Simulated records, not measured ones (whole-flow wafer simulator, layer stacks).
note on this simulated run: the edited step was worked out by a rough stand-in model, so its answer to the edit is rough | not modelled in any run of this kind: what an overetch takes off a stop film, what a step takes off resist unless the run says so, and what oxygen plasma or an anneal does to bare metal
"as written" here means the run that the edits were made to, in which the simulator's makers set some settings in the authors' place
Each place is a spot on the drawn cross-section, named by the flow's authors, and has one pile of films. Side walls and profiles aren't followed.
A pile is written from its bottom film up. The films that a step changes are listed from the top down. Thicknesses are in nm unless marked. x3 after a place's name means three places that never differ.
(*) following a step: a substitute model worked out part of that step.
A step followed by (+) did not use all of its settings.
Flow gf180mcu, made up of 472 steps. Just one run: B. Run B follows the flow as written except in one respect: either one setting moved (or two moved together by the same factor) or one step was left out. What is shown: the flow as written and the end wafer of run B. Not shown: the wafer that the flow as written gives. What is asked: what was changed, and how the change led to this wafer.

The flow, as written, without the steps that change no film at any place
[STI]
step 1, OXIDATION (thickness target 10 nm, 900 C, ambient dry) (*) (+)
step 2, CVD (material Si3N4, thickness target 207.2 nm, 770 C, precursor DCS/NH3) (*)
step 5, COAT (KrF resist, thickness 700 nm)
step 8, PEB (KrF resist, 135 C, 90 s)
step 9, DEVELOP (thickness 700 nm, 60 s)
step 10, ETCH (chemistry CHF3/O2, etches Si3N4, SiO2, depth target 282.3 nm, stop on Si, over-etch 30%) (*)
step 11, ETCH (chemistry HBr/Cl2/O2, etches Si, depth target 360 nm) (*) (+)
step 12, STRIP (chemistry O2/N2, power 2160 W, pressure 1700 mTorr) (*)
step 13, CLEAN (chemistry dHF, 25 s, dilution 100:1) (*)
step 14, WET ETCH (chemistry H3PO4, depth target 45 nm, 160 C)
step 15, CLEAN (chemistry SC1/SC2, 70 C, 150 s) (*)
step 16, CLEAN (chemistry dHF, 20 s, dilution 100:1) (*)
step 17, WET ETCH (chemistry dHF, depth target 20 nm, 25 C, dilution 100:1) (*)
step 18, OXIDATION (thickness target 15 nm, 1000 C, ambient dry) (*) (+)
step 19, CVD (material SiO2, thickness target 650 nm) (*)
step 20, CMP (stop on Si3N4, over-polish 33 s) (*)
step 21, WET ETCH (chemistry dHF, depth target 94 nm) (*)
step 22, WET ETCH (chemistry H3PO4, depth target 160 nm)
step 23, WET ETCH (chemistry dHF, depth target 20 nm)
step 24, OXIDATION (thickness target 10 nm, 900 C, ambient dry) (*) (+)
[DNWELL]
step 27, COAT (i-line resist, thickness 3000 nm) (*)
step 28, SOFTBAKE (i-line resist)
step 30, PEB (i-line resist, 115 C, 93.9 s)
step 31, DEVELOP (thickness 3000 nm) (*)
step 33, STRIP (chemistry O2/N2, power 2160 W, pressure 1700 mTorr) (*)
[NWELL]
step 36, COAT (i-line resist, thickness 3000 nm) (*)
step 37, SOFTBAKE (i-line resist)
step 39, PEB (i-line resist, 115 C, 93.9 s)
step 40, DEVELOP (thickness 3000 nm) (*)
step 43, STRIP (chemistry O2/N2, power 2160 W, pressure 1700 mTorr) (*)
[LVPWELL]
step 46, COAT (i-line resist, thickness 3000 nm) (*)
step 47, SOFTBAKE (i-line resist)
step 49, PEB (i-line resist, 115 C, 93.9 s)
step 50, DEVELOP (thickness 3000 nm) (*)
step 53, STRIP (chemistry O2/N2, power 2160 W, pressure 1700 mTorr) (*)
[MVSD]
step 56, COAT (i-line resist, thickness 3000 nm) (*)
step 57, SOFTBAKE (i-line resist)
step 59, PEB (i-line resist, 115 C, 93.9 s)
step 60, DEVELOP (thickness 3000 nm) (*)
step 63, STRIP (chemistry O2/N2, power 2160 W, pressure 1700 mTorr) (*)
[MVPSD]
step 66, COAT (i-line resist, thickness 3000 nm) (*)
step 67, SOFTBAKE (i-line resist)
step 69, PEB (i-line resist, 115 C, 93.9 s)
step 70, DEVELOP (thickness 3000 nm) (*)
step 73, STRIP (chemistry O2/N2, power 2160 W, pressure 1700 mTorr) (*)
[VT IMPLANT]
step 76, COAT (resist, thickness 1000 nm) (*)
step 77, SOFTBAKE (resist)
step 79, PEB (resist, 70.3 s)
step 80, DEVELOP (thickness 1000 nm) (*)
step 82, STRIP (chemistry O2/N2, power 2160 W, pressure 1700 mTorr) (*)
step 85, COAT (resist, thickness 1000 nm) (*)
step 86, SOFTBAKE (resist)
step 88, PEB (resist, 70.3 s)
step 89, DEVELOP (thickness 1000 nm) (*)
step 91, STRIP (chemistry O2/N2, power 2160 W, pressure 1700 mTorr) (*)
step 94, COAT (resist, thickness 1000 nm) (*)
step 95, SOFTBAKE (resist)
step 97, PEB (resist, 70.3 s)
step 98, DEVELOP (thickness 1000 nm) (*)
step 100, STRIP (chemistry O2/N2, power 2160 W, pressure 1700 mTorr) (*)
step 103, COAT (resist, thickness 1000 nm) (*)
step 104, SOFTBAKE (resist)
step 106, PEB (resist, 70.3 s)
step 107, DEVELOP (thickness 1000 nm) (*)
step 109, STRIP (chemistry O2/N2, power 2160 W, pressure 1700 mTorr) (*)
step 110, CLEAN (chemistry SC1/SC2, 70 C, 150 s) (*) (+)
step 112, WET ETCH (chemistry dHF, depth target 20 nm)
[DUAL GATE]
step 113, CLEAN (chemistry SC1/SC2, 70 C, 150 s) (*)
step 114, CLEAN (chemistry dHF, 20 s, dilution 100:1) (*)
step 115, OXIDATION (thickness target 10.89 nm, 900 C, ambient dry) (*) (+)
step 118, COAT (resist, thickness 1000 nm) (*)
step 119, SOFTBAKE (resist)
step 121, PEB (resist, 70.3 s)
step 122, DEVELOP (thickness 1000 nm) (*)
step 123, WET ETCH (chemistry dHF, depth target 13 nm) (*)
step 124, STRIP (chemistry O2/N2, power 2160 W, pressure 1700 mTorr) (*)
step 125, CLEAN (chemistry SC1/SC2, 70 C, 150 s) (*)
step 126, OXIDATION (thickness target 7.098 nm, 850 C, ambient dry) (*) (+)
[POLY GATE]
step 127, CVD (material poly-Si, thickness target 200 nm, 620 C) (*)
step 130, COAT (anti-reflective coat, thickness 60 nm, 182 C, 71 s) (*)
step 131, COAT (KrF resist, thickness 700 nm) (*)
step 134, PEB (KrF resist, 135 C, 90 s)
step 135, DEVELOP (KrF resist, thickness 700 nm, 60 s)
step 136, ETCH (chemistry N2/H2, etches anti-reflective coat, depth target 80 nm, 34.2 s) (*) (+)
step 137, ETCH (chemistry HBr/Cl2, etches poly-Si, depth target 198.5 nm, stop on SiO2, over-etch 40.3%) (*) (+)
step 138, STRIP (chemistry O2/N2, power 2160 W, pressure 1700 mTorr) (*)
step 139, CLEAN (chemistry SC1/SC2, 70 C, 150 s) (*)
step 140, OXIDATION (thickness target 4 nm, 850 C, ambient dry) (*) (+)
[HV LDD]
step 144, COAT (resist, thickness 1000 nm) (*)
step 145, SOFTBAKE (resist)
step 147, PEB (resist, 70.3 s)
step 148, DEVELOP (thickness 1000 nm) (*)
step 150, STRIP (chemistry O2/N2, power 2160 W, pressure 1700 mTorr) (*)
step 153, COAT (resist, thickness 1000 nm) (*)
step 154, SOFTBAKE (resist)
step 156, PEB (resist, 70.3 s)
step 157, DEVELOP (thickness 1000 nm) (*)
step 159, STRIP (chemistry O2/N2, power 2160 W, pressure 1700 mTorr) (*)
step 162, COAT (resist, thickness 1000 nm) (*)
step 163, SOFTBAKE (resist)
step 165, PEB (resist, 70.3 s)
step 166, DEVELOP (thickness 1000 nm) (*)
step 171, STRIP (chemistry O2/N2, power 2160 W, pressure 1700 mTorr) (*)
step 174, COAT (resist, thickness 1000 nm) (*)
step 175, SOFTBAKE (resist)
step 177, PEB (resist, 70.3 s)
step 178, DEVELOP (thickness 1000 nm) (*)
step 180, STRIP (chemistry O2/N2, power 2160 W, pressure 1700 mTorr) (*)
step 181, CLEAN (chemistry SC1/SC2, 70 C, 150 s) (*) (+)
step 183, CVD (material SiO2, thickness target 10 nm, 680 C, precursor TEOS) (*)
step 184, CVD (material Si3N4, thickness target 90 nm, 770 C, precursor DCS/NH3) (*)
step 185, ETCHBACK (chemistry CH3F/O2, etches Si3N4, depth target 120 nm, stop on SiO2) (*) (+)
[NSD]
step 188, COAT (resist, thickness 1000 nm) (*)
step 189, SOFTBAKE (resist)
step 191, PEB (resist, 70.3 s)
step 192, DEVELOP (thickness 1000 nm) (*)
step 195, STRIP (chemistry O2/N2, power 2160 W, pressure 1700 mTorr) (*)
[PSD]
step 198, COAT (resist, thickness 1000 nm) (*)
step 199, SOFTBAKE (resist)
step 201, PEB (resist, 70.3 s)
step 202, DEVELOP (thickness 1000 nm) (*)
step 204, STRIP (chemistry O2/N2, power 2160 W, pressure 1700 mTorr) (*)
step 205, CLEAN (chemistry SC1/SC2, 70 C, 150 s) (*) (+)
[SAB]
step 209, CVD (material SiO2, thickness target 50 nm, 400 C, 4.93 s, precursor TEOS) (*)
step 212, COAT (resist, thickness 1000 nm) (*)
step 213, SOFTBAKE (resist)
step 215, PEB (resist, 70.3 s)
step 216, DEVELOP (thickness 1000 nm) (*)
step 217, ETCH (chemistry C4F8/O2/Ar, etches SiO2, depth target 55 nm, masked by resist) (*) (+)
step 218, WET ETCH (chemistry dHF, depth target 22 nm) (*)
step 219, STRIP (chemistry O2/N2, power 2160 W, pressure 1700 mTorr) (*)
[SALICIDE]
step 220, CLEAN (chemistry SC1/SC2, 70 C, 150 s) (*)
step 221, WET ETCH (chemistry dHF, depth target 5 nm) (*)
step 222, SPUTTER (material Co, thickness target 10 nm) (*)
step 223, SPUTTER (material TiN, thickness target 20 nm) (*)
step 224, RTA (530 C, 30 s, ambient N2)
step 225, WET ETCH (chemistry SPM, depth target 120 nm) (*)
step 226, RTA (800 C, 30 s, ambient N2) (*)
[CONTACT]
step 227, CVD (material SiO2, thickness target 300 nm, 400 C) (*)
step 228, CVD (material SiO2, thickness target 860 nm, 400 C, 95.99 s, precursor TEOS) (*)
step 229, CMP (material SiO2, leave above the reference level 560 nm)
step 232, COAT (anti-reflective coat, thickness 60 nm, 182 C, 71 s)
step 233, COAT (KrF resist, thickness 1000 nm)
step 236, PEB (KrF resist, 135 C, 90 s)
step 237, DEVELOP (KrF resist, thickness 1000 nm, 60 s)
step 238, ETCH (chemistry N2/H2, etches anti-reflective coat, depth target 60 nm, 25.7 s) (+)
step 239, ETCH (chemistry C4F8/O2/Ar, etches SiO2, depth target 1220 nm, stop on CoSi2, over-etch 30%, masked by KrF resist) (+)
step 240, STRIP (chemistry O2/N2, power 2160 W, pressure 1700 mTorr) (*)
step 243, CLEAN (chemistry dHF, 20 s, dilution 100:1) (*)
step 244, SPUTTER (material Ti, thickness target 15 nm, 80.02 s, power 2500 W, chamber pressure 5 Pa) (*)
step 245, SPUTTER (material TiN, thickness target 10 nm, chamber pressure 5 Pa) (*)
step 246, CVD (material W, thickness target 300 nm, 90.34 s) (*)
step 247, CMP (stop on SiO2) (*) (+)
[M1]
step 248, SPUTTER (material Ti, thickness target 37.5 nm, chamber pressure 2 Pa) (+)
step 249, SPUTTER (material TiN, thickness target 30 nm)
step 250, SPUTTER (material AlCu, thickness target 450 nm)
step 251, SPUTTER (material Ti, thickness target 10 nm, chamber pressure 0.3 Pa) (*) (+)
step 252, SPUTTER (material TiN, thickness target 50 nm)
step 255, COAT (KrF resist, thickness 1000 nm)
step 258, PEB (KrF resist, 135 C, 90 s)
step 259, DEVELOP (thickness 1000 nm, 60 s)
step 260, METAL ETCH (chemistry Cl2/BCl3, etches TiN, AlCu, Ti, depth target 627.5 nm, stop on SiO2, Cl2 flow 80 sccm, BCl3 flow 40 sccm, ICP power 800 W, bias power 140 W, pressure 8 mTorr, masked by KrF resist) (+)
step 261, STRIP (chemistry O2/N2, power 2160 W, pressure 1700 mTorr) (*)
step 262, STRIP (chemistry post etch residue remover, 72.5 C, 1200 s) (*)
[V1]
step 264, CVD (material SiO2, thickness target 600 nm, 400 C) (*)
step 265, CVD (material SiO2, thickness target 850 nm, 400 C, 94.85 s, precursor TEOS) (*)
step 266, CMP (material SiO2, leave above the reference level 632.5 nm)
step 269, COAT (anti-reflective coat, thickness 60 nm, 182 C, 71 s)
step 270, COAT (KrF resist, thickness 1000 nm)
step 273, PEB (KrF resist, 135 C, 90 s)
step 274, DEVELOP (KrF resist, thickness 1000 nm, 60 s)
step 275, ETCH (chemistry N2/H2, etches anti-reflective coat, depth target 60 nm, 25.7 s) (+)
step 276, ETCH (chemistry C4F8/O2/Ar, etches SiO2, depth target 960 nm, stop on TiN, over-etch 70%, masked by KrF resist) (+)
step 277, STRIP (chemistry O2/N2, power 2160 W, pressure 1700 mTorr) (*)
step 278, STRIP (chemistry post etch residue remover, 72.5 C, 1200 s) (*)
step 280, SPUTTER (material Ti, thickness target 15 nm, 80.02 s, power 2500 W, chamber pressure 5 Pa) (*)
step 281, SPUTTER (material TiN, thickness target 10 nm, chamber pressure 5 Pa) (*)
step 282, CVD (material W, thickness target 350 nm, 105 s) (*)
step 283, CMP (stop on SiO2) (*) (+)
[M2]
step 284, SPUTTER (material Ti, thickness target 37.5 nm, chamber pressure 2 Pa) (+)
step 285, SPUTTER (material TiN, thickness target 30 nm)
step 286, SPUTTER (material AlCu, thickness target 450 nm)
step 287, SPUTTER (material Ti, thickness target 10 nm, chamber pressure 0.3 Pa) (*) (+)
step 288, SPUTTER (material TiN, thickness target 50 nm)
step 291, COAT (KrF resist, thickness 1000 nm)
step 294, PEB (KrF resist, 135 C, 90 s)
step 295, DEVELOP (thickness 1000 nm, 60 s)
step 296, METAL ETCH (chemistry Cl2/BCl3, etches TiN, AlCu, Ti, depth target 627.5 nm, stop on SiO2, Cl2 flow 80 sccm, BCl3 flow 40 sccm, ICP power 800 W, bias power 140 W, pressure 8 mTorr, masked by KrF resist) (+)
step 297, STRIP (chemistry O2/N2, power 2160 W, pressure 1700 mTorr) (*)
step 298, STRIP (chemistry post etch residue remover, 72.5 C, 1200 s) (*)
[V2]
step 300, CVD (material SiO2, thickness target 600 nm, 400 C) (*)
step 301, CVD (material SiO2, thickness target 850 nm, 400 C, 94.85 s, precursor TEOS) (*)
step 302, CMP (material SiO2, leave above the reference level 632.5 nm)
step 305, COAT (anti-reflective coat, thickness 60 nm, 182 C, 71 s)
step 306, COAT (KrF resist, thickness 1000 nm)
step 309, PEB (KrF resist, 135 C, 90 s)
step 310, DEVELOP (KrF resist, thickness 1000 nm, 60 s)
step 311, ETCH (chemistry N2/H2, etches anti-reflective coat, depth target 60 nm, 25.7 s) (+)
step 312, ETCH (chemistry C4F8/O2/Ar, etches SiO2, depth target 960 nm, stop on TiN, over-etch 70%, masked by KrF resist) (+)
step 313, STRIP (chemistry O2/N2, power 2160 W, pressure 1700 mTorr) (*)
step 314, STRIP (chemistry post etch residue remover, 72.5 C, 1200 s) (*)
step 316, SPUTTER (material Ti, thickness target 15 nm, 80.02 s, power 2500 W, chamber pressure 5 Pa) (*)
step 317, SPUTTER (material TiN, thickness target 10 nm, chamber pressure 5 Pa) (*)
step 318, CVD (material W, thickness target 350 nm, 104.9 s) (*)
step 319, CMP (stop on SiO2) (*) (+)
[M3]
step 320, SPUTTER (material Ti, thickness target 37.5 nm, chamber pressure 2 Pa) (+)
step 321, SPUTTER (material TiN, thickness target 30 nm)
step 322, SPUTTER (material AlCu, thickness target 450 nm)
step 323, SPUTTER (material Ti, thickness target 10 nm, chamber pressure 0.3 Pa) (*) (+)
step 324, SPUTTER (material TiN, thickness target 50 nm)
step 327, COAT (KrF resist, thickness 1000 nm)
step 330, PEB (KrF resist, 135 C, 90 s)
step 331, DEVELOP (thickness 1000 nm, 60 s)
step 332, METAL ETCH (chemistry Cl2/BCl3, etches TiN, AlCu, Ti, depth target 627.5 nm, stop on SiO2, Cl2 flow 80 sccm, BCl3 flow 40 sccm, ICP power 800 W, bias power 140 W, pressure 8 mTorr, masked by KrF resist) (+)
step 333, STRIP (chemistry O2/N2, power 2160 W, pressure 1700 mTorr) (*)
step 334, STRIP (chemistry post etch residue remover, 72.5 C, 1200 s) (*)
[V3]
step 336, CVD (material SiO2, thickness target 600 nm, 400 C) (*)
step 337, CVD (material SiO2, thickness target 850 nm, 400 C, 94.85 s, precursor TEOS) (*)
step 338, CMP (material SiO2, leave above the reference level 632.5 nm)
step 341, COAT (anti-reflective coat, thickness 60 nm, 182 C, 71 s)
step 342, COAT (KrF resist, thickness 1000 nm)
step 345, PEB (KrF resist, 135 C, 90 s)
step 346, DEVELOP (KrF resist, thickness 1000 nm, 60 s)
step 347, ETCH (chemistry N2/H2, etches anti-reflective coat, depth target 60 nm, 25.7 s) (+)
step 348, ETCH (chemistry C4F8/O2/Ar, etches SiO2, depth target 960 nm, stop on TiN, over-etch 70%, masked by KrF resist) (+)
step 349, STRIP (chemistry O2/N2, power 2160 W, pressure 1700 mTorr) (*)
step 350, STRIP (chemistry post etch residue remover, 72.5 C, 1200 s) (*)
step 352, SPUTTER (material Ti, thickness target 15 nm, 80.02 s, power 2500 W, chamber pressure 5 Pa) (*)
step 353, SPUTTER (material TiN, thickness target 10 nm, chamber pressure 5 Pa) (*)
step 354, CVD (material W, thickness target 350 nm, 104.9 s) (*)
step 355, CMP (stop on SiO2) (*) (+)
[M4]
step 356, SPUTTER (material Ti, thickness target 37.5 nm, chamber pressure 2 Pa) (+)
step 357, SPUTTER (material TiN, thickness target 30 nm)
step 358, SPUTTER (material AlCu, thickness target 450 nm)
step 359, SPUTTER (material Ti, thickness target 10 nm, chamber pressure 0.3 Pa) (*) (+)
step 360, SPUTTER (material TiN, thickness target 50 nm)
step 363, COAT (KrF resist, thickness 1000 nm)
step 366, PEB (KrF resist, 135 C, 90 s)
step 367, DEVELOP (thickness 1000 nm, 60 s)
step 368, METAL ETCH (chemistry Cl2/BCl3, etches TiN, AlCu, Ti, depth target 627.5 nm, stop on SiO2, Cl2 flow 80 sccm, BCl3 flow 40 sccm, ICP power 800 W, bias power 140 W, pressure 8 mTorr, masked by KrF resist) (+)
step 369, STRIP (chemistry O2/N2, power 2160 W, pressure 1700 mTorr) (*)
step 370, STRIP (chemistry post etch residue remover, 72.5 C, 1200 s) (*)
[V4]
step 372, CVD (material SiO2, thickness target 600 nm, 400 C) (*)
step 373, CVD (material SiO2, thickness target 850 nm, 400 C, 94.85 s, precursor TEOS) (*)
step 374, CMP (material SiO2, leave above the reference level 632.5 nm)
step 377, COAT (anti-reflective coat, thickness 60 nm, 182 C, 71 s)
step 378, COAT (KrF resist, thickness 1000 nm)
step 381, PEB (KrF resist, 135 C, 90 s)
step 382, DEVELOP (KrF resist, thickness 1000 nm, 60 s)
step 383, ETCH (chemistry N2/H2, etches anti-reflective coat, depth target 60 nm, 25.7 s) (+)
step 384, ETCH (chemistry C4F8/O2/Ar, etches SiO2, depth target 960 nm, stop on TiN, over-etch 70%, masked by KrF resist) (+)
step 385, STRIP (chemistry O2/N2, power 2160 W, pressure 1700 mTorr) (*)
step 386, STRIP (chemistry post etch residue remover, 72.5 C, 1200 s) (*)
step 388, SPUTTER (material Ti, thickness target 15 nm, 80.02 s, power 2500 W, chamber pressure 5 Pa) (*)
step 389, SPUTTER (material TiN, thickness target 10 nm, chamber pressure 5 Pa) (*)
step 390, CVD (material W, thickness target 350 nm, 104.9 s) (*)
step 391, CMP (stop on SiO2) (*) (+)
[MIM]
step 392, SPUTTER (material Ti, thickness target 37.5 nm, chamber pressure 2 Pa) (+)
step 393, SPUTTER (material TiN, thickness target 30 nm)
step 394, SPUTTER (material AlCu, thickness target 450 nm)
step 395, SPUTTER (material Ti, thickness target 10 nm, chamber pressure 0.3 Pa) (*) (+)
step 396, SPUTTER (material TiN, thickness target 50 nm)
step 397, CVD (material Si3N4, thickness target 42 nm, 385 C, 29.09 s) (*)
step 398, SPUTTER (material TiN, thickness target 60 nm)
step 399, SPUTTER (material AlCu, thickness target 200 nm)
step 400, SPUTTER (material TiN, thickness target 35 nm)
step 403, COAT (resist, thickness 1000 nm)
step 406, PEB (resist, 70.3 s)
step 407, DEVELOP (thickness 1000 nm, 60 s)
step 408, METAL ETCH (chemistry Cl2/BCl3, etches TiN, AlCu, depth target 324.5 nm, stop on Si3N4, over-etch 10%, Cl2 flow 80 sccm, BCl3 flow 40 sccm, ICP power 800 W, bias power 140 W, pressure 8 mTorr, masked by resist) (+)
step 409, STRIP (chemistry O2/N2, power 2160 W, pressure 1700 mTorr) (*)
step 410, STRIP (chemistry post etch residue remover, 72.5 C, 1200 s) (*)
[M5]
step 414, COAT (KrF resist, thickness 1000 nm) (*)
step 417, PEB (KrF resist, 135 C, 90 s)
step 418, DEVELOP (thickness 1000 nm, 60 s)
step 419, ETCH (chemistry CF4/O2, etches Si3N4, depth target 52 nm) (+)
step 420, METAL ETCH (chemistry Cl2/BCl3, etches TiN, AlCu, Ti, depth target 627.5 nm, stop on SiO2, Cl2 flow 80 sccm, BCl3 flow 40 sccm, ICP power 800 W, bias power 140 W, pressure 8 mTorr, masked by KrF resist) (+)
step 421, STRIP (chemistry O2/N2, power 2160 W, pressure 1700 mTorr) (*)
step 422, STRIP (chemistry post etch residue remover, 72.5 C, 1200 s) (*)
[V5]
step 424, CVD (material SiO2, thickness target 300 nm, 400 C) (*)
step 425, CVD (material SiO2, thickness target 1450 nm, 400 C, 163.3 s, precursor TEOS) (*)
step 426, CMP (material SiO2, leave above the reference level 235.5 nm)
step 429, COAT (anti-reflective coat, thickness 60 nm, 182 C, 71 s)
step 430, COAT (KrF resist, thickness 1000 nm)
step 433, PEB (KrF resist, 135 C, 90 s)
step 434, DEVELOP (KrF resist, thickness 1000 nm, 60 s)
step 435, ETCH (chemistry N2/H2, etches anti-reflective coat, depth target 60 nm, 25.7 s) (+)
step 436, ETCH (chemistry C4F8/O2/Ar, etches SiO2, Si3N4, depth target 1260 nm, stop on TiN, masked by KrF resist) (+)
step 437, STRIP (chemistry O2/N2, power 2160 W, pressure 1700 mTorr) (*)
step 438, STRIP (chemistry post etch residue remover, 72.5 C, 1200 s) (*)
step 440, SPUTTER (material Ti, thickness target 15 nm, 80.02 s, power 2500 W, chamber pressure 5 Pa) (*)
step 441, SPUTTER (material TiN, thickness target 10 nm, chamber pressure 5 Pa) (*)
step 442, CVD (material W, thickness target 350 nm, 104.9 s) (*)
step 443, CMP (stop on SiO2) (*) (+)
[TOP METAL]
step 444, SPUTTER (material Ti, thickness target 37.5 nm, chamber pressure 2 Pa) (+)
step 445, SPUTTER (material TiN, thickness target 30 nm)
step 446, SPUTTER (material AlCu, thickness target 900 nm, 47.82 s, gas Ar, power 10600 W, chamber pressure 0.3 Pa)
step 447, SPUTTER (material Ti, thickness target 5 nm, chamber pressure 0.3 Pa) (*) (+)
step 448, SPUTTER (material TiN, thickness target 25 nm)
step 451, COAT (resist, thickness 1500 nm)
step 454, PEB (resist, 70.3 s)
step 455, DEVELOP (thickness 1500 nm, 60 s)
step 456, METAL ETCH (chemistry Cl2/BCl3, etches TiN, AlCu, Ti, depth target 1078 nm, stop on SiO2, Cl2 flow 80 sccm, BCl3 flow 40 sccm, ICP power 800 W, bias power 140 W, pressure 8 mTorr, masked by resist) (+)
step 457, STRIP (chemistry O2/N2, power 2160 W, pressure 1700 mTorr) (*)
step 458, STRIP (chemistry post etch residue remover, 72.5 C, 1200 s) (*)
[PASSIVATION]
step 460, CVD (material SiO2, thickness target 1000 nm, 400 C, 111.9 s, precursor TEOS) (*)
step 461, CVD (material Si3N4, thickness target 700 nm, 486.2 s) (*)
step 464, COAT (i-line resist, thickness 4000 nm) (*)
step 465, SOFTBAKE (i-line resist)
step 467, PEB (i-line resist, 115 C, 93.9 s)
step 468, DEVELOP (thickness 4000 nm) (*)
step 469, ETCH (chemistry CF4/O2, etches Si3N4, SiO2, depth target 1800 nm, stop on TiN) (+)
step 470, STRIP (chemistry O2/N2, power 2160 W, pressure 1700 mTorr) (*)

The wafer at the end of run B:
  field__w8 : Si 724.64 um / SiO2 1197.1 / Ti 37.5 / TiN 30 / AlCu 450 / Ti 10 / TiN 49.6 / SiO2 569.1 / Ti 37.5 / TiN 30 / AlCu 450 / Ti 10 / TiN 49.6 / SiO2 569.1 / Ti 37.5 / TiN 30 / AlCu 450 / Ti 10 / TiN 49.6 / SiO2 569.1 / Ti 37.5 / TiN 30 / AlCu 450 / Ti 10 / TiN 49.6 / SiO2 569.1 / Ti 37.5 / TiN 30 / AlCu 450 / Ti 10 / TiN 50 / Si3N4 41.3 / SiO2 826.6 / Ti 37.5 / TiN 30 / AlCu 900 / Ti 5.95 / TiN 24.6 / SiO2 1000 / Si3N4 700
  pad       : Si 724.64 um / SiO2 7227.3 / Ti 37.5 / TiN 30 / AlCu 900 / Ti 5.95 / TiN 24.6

What caused this: step 447, SPUTTER: thickness target 5.95 nm was run, while the flow as written has thickness target 5 nm.
One can read it off the wafer: field__w8 has Ti 5.95, and step 447 as written asks for 5 nm.

How this came from the change, step by step:
  step 447, SPUTTER (material Ti, thickness target 5 nm, chamber pressure 0.3 Pa) (*) (+)
      field, field__w1, field__w2 and 109 more: Ti gains 5.95 (new film) (it would be, as written: Ti gains 5 (new film))
  step 456, METAL ETCH (chemistry Cl2/BCl3, etches TiN, AlCu, Ti, depth target 1078 nm, stop on SiO2, Cl2 flow 80 sccm, BCl3 flow 40 sccm, ICP power 800 W, bias power 140 W, pressure 8 mTorr, masked by resist) (+)
      field, field__w1, field__w2 and 103 more: TiN loses 25 (all of it), Ti loses 5.95 (all of it), AlCu loses 900 (all of it), TiN loses 30 (all of it), Ti loses 37.5 (all of it) (it would be, as written: TiN loses 25 (all of it), Ti loses 5 (all of it), AlCu loses 900 (all of it), TiN loses 30 (all of it), Ti loses 37.5 (all of it))
